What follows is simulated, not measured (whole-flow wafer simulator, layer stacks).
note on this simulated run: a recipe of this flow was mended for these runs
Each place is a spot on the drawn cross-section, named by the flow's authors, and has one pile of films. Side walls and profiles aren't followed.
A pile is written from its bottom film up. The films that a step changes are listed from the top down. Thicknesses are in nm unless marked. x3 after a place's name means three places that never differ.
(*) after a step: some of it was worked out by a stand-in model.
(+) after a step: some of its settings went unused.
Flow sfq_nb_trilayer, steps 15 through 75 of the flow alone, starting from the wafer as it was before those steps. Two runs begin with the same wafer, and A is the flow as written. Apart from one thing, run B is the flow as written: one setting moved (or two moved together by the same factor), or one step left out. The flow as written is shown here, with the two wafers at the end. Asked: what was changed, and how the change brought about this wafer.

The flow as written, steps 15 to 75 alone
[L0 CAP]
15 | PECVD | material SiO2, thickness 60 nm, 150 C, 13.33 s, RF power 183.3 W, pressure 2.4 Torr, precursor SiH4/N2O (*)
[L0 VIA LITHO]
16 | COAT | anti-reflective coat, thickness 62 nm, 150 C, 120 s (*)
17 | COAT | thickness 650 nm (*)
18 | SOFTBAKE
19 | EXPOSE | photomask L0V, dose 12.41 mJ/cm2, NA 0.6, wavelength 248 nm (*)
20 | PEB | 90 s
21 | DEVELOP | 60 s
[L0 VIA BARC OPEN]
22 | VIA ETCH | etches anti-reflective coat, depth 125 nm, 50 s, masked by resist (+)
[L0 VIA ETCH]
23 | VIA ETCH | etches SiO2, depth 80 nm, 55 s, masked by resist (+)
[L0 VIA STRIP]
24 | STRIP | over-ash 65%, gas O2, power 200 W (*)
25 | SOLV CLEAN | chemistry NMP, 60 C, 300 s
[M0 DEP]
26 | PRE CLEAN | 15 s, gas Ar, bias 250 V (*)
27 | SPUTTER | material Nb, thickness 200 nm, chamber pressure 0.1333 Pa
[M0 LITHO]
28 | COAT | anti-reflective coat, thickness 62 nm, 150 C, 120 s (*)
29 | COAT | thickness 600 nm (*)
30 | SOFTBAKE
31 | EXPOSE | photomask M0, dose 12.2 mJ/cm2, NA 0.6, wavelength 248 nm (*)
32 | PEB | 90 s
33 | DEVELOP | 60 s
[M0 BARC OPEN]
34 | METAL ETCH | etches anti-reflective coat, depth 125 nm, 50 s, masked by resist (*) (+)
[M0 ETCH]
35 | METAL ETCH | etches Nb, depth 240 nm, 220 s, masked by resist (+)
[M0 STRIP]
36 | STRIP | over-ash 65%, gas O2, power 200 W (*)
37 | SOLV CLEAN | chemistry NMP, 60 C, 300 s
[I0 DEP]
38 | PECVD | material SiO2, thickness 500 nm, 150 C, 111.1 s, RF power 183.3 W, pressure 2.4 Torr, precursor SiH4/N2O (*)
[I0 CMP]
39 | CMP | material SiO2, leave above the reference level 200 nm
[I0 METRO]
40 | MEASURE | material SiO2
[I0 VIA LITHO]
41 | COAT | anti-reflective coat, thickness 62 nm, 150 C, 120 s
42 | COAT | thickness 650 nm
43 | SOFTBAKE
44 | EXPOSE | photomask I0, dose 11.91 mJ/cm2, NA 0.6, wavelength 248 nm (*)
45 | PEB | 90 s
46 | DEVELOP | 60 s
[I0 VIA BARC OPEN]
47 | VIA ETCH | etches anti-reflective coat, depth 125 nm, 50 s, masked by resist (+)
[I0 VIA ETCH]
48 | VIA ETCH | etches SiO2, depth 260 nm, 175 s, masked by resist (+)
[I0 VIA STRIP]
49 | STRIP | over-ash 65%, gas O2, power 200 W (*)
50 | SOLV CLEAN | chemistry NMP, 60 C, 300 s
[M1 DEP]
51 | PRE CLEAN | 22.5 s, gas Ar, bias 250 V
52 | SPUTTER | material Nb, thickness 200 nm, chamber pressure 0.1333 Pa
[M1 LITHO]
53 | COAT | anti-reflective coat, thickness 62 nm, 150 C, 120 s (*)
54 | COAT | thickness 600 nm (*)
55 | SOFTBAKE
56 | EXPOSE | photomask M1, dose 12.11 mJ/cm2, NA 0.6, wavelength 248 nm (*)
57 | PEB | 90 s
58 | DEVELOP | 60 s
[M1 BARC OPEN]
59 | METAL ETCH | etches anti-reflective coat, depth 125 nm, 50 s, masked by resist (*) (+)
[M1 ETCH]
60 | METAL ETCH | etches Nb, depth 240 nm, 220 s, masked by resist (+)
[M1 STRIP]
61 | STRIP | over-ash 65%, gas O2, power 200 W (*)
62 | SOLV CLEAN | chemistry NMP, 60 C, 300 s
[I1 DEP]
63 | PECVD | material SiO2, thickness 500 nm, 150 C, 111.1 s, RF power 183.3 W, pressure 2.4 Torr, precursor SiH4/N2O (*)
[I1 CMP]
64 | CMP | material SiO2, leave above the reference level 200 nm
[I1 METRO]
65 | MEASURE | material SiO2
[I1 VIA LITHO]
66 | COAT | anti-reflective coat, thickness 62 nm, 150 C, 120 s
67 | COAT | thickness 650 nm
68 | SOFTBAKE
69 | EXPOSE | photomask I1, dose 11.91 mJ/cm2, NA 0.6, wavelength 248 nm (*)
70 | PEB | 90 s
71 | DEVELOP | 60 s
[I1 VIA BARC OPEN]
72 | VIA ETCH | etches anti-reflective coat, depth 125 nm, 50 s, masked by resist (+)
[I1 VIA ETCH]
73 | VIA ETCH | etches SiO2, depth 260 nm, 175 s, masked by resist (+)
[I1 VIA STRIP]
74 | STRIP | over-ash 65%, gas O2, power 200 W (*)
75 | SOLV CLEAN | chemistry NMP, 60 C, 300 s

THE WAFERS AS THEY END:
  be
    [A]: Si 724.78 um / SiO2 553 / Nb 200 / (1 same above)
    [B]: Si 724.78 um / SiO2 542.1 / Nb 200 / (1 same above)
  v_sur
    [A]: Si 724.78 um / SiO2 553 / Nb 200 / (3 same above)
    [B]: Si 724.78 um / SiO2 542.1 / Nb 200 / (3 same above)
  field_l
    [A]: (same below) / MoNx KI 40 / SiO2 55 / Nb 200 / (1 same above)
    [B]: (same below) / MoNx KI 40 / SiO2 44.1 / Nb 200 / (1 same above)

The reason: step 15, PECVD: pressure 3.12 Torr was run, though the flow has pressure 2.4 Torr.

The path from the change to this, step by step:
  15 | PECVD | material SiO2, thickness 60 nm, 150 C, 13.33 s, RF power 183.3 W, pressure 2.4 Torr, precursor SiH4/N2O (*)
      v_sur, via_wl, via_w and 97 more: A SiO2 gains 60 | B SiO2 gains 49.1
      field_l, l0_sur, l0v, l0r_line_l, l0r_line_c, l0r_line_r: A SiO2 gains 60 (new film) | B SiO2 gains 49.1 (new film)
  23 | VIA ETCH | etches SiO2, depth 80 nm, 55 s, masked by resist (+)
      l0v: A SiO2 loses 59.7 (all of it), MoNx KI loses 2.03 | B SiO2 loses 48.7 (all of it), MoNx KI loses 3.13
  28 | COAT | anti-reflective coat, thickness 62 nm, 150 C, 120 s (*)
      l0_sur: A anti-reflective coat gains 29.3 (new film) | B anti-reflective coat gains 32.6 (new film)
      l0v: A anti-reflective coat gains 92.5 (new film) | B anti-reflective coat gains 87.6 (new film)
  36 | STRIP | over-ash 65%, gas O2, power 200 W (*)
      l0_sur: A KrF-resist-other-grade loses 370 (all of it), anti-reflective coat loses 29.3 (all of it) | B KrF-resist-other-grade loses 368.3 (all of it), anti-reflective coat loses 32.6 (all of it)
      l0v: A KrF-resist-other-grade loses 374.1 (all of it), anti-reflective coat loses 92.5 (all of it) | B KrF-resist-other-grade loses 369.5 (all of it), anti-reflective coat loses 87.6 (all of it)
  39 | CMP | material SiO2, leave above the reference level 200 nm
      l0v: A SiO2 loses 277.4 | B SiO2 loses 288.9
